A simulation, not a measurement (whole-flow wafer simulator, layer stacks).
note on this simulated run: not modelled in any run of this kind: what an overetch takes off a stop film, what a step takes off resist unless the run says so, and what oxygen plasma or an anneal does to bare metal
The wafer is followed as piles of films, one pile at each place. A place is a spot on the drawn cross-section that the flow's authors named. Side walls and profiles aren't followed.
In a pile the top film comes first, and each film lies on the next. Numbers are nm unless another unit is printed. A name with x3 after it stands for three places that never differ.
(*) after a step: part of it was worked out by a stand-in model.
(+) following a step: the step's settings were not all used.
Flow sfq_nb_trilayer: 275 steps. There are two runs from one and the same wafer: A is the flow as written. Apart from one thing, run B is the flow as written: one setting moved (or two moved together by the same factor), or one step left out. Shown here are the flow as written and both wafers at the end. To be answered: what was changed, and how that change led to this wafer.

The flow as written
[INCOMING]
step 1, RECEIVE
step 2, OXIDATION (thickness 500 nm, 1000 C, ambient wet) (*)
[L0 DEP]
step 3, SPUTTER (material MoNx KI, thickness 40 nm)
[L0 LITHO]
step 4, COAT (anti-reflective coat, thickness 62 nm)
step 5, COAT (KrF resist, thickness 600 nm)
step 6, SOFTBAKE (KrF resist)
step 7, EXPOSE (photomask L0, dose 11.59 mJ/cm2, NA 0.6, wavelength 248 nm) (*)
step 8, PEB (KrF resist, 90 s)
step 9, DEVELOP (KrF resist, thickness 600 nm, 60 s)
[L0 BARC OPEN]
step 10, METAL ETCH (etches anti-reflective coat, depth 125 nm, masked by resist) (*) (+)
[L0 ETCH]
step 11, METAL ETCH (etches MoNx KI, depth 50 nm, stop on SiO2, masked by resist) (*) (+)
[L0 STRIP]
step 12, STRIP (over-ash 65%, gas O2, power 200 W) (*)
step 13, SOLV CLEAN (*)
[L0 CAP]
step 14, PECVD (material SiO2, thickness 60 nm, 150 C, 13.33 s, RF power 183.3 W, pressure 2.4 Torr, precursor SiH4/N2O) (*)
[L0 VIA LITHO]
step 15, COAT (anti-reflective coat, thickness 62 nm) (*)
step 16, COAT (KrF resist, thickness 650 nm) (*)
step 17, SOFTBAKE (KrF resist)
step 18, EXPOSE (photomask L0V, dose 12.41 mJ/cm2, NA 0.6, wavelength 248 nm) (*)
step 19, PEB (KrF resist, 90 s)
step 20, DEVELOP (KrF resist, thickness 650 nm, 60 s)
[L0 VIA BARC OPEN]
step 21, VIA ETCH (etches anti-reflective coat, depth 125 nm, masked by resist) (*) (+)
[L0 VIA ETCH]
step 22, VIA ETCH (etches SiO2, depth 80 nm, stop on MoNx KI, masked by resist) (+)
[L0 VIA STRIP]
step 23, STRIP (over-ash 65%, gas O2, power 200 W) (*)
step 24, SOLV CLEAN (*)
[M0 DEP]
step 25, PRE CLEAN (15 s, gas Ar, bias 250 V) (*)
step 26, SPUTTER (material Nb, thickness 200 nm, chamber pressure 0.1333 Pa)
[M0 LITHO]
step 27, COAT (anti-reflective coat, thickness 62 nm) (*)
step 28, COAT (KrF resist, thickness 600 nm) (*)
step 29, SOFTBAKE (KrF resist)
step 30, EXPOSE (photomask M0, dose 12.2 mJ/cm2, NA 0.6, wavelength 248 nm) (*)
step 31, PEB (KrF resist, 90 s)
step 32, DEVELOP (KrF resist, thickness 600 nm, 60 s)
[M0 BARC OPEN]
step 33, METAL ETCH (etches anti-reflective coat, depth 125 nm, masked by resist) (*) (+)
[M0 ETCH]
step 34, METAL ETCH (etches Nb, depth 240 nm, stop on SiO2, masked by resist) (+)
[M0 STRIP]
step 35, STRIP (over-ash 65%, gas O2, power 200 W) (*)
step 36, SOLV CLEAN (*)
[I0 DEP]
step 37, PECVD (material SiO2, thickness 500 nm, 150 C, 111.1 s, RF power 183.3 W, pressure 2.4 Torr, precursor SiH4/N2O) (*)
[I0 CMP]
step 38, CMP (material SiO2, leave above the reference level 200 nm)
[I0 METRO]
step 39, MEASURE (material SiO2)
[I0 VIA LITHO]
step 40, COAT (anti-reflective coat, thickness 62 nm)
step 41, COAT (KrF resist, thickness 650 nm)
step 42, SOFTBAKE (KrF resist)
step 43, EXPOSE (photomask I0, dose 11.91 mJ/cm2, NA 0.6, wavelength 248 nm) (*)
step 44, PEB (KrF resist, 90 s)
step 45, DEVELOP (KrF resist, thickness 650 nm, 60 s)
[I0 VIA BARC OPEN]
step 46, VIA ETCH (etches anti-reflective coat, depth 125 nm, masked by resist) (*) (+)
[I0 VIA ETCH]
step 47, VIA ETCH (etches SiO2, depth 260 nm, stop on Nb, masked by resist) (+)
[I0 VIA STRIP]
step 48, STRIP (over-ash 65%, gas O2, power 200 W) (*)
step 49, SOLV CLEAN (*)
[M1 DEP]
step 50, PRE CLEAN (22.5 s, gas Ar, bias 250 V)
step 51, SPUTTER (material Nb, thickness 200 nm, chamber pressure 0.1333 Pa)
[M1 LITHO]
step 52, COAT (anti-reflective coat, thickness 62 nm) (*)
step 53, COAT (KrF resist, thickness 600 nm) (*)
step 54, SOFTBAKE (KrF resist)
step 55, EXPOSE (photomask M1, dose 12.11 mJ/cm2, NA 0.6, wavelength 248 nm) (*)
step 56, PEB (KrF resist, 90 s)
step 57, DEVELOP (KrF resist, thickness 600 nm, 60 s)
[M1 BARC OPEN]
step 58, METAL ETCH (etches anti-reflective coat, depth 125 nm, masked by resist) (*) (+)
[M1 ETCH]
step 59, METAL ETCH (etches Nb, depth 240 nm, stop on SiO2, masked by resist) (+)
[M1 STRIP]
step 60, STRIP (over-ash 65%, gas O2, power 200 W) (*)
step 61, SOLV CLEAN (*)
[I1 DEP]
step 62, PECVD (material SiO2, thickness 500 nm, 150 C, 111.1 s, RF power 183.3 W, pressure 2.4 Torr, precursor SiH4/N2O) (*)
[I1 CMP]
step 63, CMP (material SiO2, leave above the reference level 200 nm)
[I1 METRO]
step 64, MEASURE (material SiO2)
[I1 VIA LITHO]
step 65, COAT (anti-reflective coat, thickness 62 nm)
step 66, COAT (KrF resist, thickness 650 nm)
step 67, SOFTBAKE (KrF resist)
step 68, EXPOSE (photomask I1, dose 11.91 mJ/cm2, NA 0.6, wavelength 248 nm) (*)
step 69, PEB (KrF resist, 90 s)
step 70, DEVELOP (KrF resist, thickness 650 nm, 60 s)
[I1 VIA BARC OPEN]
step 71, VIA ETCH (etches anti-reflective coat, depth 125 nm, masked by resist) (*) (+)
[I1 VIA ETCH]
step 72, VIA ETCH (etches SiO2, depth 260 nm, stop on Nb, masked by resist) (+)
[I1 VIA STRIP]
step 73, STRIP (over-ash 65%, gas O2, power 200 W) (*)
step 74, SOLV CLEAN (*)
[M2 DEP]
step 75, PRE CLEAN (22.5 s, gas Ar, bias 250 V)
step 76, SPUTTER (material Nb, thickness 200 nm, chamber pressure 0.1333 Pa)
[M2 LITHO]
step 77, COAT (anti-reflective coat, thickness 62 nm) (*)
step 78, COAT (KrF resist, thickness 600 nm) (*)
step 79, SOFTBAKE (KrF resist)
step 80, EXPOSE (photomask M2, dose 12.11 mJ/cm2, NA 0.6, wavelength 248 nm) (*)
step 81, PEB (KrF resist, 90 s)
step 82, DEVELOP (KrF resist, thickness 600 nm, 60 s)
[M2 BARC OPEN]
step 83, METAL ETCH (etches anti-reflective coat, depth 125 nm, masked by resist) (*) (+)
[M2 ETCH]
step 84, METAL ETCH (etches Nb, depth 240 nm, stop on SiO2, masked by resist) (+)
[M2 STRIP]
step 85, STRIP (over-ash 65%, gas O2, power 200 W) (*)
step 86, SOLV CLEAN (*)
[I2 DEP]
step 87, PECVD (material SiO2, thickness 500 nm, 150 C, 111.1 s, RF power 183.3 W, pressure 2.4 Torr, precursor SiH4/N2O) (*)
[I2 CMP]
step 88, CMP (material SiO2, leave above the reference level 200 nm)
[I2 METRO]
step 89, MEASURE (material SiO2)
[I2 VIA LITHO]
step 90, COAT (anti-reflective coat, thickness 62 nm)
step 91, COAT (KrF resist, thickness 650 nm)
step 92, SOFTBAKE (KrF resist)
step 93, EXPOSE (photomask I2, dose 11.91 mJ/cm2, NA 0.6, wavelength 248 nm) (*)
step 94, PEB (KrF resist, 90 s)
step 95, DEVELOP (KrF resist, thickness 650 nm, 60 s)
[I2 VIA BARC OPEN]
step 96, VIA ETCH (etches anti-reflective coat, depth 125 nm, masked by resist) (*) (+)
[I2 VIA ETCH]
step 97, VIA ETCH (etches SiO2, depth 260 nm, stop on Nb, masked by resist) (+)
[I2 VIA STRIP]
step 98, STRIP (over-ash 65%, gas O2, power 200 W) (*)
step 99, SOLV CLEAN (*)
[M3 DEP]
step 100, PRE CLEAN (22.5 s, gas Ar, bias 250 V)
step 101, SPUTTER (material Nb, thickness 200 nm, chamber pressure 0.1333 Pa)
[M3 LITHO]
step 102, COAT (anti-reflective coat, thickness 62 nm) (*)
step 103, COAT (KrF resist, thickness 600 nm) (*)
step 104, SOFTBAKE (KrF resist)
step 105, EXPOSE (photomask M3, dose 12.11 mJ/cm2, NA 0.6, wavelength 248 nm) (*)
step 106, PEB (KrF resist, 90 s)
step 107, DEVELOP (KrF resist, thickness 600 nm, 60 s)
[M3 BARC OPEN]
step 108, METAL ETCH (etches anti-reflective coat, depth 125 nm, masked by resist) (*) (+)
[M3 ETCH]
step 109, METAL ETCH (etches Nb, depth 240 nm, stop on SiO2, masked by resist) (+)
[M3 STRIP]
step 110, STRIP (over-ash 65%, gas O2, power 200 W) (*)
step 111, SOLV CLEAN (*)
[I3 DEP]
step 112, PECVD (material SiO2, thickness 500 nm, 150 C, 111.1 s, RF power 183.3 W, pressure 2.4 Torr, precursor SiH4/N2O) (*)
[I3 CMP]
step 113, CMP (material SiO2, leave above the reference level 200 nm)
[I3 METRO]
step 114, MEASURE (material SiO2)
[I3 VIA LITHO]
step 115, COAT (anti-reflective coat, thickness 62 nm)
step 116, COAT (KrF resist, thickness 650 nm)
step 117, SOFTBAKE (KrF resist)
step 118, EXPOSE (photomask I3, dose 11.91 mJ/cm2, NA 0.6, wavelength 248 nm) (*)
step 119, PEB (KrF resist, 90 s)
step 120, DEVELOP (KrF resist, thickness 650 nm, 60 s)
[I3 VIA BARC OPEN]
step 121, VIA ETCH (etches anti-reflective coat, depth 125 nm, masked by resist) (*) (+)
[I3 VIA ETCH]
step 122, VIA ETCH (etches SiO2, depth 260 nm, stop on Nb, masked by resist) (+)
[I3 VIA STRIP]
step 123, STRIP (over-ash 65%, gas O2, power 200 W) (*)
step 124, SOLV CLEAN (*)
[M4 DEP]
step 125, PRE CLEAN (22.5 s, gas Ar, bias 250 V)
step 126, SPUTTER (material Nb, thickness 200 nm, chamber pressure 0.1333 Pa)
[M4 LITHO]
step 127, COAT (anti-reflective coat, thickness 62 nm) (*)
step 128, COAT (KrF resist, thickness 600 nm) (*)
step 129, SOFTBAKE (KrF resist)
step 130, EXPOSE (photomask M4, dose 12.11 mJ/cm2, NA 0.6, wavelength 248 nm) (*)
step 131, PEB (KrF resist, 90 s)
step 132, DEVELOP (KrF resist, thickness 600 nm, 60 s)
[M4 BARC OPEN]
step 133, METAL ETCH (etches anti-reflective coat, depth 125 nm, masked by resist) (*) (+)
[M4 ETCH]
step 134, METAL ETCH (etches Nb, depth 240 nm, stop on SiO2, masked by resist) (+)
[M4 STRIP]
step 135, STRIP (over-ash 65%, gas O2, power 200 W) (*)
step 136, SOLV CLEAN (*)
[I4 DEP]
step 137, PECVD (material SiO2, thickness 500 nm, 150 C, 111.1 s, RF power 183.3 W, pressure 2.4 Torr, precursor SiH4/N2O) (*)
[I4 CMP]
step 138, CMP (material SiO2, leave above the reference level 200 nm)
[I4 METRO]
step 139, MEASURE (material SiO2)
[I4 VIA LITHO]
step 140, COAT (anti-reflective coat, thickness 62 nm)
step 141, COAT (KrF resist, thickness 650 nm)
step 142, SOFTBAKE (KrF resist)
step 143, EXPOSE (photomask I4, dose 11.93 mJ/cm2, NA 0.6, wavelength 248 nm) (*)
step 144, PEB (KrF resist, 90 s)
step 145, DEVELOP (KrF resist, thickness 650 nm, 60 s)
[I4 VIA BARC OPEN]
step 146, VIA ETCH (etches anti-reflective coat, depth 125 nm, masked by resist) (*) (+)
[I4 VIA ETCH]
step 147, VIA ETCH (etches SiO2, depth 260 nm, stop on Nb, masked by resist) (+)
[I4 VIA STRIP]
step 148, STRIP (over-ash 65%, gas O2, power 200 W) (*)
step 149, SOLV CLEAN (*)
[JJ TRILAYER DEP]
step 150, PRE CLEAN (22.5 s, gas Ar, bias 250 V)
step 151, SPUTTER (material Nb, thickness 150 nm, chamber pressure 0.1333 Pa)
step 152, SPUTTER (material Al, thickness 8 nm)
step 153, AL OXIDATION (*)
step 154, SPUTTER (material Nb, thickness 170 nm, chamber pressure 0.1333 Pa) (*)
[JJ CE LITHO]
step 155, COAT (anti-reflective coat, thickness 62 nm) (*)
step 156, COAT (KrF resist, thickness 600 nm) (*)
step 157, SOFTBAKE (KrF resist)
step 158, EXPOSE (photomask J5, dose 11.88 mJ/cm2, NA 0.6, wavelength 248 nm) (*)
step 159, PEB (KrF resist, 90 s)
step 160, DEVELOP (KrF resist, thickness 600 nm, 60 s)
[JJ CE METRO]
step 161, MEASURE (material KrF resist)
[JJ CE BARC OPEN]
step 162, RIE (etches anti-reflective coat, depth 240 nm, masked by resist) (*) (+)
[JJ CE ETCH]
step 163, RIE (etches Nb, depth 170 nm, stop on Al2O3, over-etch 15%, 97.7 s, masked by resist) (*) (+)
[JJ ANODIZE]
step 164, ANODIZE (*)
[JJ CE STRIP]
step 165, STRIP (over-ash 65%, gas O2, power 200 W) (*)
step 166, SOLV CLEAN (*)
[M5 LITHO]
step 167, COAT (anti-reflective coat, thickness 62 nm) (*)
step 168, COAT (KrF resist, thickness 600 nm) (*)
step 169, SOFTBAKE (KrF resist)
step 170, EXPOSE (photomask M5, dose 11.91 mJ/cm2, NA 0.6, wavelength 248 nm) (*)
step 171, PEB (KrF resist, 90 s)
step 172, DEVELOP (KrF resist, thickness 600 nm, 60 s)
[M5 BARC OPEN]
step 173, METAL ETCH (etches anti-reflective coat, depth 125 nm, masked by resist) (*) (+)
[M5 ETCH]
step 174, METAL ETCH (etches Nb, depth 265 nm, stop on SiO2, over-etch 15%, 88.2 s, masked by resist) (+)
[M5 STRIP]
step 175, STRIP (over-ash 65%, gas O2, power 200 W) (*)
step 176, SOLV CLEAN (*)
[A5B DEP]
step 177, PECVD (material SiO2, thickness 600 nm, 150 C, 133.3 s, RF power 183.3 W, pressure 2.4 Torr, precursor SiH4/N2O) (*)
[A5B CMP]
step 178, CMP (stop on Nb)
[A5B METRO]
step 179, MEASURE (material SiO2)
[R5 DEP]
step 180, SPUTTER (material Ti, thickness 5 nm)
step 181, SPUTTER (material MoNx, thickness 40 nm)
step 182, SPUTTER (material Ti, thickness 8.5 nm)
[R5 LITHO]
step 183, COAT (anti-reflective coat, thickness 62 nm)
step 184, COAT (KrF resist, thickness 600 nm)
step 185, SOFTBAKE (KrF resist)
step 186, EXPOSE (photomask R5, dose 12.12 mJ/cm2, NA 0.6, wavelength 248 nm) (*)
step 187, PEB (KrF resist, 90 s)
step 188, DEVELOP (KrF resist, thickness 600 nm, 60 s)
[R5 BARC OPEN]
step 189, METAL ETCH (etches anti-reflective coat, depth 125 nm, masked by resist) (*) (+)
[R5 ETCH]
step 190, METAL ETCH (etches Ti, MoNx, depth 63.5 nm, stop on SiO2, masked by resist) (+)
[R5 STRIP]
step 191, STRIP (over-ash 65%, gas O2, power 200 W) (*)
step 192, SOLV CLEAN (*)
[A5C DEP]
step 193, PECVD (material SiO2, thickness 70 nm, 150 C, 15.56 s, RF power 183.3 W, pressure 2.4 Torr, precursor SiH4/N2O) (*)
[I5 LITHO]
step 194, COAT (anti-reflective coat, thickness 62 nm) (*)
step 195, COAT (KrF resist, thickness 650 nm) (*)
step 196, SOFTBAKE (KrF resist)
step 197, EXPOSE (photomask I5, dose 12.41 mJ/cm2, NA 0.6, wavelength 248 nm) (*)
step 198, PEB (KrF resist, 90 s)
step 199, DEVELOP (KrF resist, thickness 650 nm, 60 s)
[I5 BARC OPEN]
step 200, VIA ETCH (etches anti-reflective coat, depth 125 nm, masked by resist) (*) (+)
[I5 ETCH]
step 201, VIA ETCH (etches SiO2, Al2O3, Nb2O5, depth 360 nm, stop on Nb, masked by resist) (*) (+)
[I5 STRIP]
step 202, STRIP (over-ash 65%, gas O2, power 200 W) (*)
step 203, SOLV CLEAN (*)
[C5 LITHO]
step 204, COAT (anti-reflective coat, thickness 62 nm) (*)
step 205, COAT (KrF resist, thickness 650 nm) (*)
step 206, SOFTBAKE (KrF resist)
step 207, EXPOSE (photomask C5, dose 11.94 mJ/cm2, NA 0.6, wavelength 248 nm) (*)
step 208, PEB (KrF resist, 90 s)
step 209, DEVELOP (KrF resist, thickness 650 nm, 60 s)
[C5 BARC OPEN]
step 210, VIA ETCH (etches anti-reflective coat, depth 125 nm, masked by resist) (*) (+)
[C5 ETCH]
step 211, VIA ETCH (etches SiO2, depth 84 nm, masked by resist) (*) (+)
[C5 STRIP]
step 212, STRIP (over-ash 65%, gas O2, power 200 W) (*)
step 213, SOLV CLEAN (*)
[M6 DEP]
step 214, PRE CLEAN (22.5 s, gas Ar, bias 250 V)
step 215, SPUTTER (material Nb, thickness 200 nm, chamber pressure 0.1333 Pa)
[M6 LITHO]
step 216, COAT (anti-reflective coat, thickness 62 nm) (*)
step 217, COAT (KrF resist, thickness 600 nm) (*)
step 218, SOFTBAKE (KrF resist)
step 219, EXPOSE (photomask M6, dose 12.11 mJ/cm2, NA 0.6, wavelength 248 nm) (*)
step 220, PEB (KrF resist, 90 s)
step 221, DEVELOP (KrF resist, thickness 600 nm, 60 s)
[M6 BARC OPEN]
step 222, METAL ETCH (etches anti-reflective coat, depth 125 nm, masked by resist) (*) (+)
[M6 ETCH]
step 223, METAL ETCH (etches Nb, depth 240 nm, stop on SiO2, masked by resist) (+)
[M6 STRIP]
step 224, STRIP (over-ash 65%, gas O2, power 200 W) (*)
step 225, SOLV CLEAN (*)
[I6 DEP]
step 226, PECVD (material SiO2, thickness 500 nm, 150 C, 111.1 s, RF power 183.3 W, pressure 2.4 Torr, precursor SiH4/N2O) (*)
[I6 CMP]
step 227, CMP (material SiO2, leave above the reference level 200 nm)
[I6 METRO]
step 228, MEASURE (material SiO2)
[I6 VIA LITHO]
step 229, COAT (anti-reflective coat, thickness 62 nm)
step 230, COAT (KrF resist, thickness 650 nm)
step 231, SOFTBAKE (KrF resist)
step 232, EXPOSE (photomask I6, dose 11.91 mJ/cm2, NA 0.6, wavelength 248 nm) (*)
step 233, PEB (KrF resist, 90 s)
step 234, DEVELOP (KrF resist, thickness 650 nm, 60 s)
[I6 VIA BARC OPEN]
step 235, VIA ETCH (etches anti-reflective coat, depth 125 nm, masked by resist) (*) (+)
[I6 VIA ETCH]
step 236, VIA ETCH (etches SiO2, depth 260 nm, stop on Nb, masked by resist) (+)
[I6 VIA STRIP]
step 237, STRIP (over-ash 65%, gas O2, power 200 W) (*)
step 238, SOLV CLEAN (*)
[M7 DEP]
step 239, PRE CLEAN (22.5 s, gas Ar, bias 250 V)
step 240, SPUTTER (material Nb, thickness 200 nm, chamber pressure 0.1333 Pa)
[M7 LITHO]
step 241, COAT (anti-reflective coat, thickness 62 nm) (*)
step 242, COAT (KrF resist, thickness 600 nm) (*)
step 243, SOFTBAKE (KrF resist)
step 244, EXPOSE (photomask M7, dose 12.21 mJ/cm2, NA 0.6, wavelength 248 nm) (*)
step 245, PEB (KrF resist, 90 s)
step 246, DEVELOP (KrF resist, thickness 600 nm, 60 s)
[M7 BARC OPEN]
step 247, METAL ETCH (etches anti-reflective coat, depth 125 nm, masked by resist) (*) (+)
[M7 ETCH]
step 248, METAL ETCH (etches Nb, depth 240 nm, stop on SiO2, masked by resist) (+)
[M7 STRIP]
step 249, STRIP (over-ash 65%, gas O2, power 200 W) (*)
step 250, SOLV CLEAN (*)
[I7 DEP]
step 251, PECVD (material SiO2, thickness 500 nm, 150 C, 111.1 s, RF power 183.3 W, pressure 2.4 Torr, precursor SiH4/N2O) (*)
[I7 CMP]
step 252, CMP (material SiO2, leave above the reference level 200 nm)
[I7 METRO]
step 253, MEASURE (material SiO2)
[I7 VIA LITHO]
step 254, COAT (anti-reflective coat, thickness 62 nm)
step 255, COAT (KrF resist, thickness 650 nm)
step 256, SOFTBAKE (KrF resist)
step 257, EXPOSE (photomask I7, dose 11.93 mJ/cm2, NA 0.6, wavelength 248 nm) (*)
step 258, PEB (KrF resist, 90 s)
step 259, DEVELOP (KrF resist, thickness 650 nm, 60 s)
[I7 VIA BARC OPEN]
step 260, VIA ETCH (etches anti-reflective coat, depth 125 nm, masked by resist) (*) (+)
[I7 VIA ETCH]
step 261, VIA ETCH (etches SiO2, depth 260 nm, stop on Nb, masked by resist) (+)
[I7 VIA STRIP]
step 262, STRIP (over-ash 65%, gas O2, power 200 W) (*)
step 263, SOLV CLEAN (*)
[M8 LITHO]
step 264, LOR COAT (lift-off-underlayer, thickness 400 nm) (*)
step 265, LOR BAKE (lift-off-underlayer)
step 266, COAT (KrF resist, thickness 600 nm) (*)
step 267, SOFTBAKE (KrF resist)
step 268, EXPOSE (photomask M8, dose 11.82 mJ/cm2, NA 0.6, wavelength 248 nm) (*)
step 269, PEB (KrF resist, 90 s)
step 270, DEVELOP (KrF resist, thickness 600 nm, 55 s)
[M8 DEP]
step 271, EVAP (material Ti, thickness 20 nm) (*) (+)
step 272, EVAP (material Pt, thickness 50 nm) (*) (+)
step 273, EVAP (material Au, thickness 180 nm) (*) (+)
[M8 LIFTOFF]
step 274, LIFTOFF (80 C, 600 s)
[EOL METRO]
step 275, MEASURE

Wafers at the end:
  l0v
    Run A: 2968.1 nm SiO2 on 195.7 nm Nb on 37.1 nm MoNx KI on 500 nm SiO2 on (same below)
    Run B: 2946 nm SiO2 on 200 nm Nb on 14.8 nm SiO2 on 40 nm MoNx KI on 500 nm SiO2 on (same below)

The reason: step 22, VIA ETCH: depth 40 nm was run, while the flow as written has depth 80 nm.

How this came from the change, step by step:
  step 22, VIA ETCH (etches SiO2, depth 80 nm, stop on MoNx KI, masked by resist) (+)
      l0v: A SiO2 loses 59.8 (all of it) | B SiO2 loses 40
      field_l, v_sur, via_wl and 102 more: A KrF resist loses 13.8 | B KrF resist loses 6.9
  step 25, PRE CLEAN (15 s, gas Ar, bias 250 V) (*)
      l0v: A MoNx KI loses 2.91 | B SiO2 loses 5
  step 26, SPUTTER (material Nb, thickness 200 nm, chamber pressure 0.1333 Pa)
      l0v: A Nb gains 195.7 (new film) | B Nb gains 200 (new film)
  step 27, COAT (anti-reflective coat, thickness 62 nm) (*)
      l0_sur: A anti-reflective coat gains 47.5 (new film) | B anti-reflective coat gains 49.7 (new film)
      l0v: A anti-reflective coat gains 78 (new film) | B anti-reflective coat gains 72.3 (new film)
  step 35, STRIP (over-ash 65%, gas O2, power 200 W) (*)
      l0_sur: A KrF resist loses 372 (all of it), anti-reflective coat loses 47.5 (all of it) | B KrF resist loses 373.1 (all of it), anti-reflective coat loses 49.7 (all of it)
      l0v: A KrF resist loses 405.3 (all of it), anti-reflective coat loses 78 (all of it) | B KrF resist loses 393.5 (all of it), anti-reflective coat loses 72.3 (all of it)
  step 38, CMP (material SiO2, leave above the reference level 200 nm)
      l0v: A SiO2 loses 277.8 | B SiO2 loses 299.8
If metal films that touch count as one body, l0v has 2 bodies (between them, from the top down: SiO2 14.8); the flow as written gives 1 body.
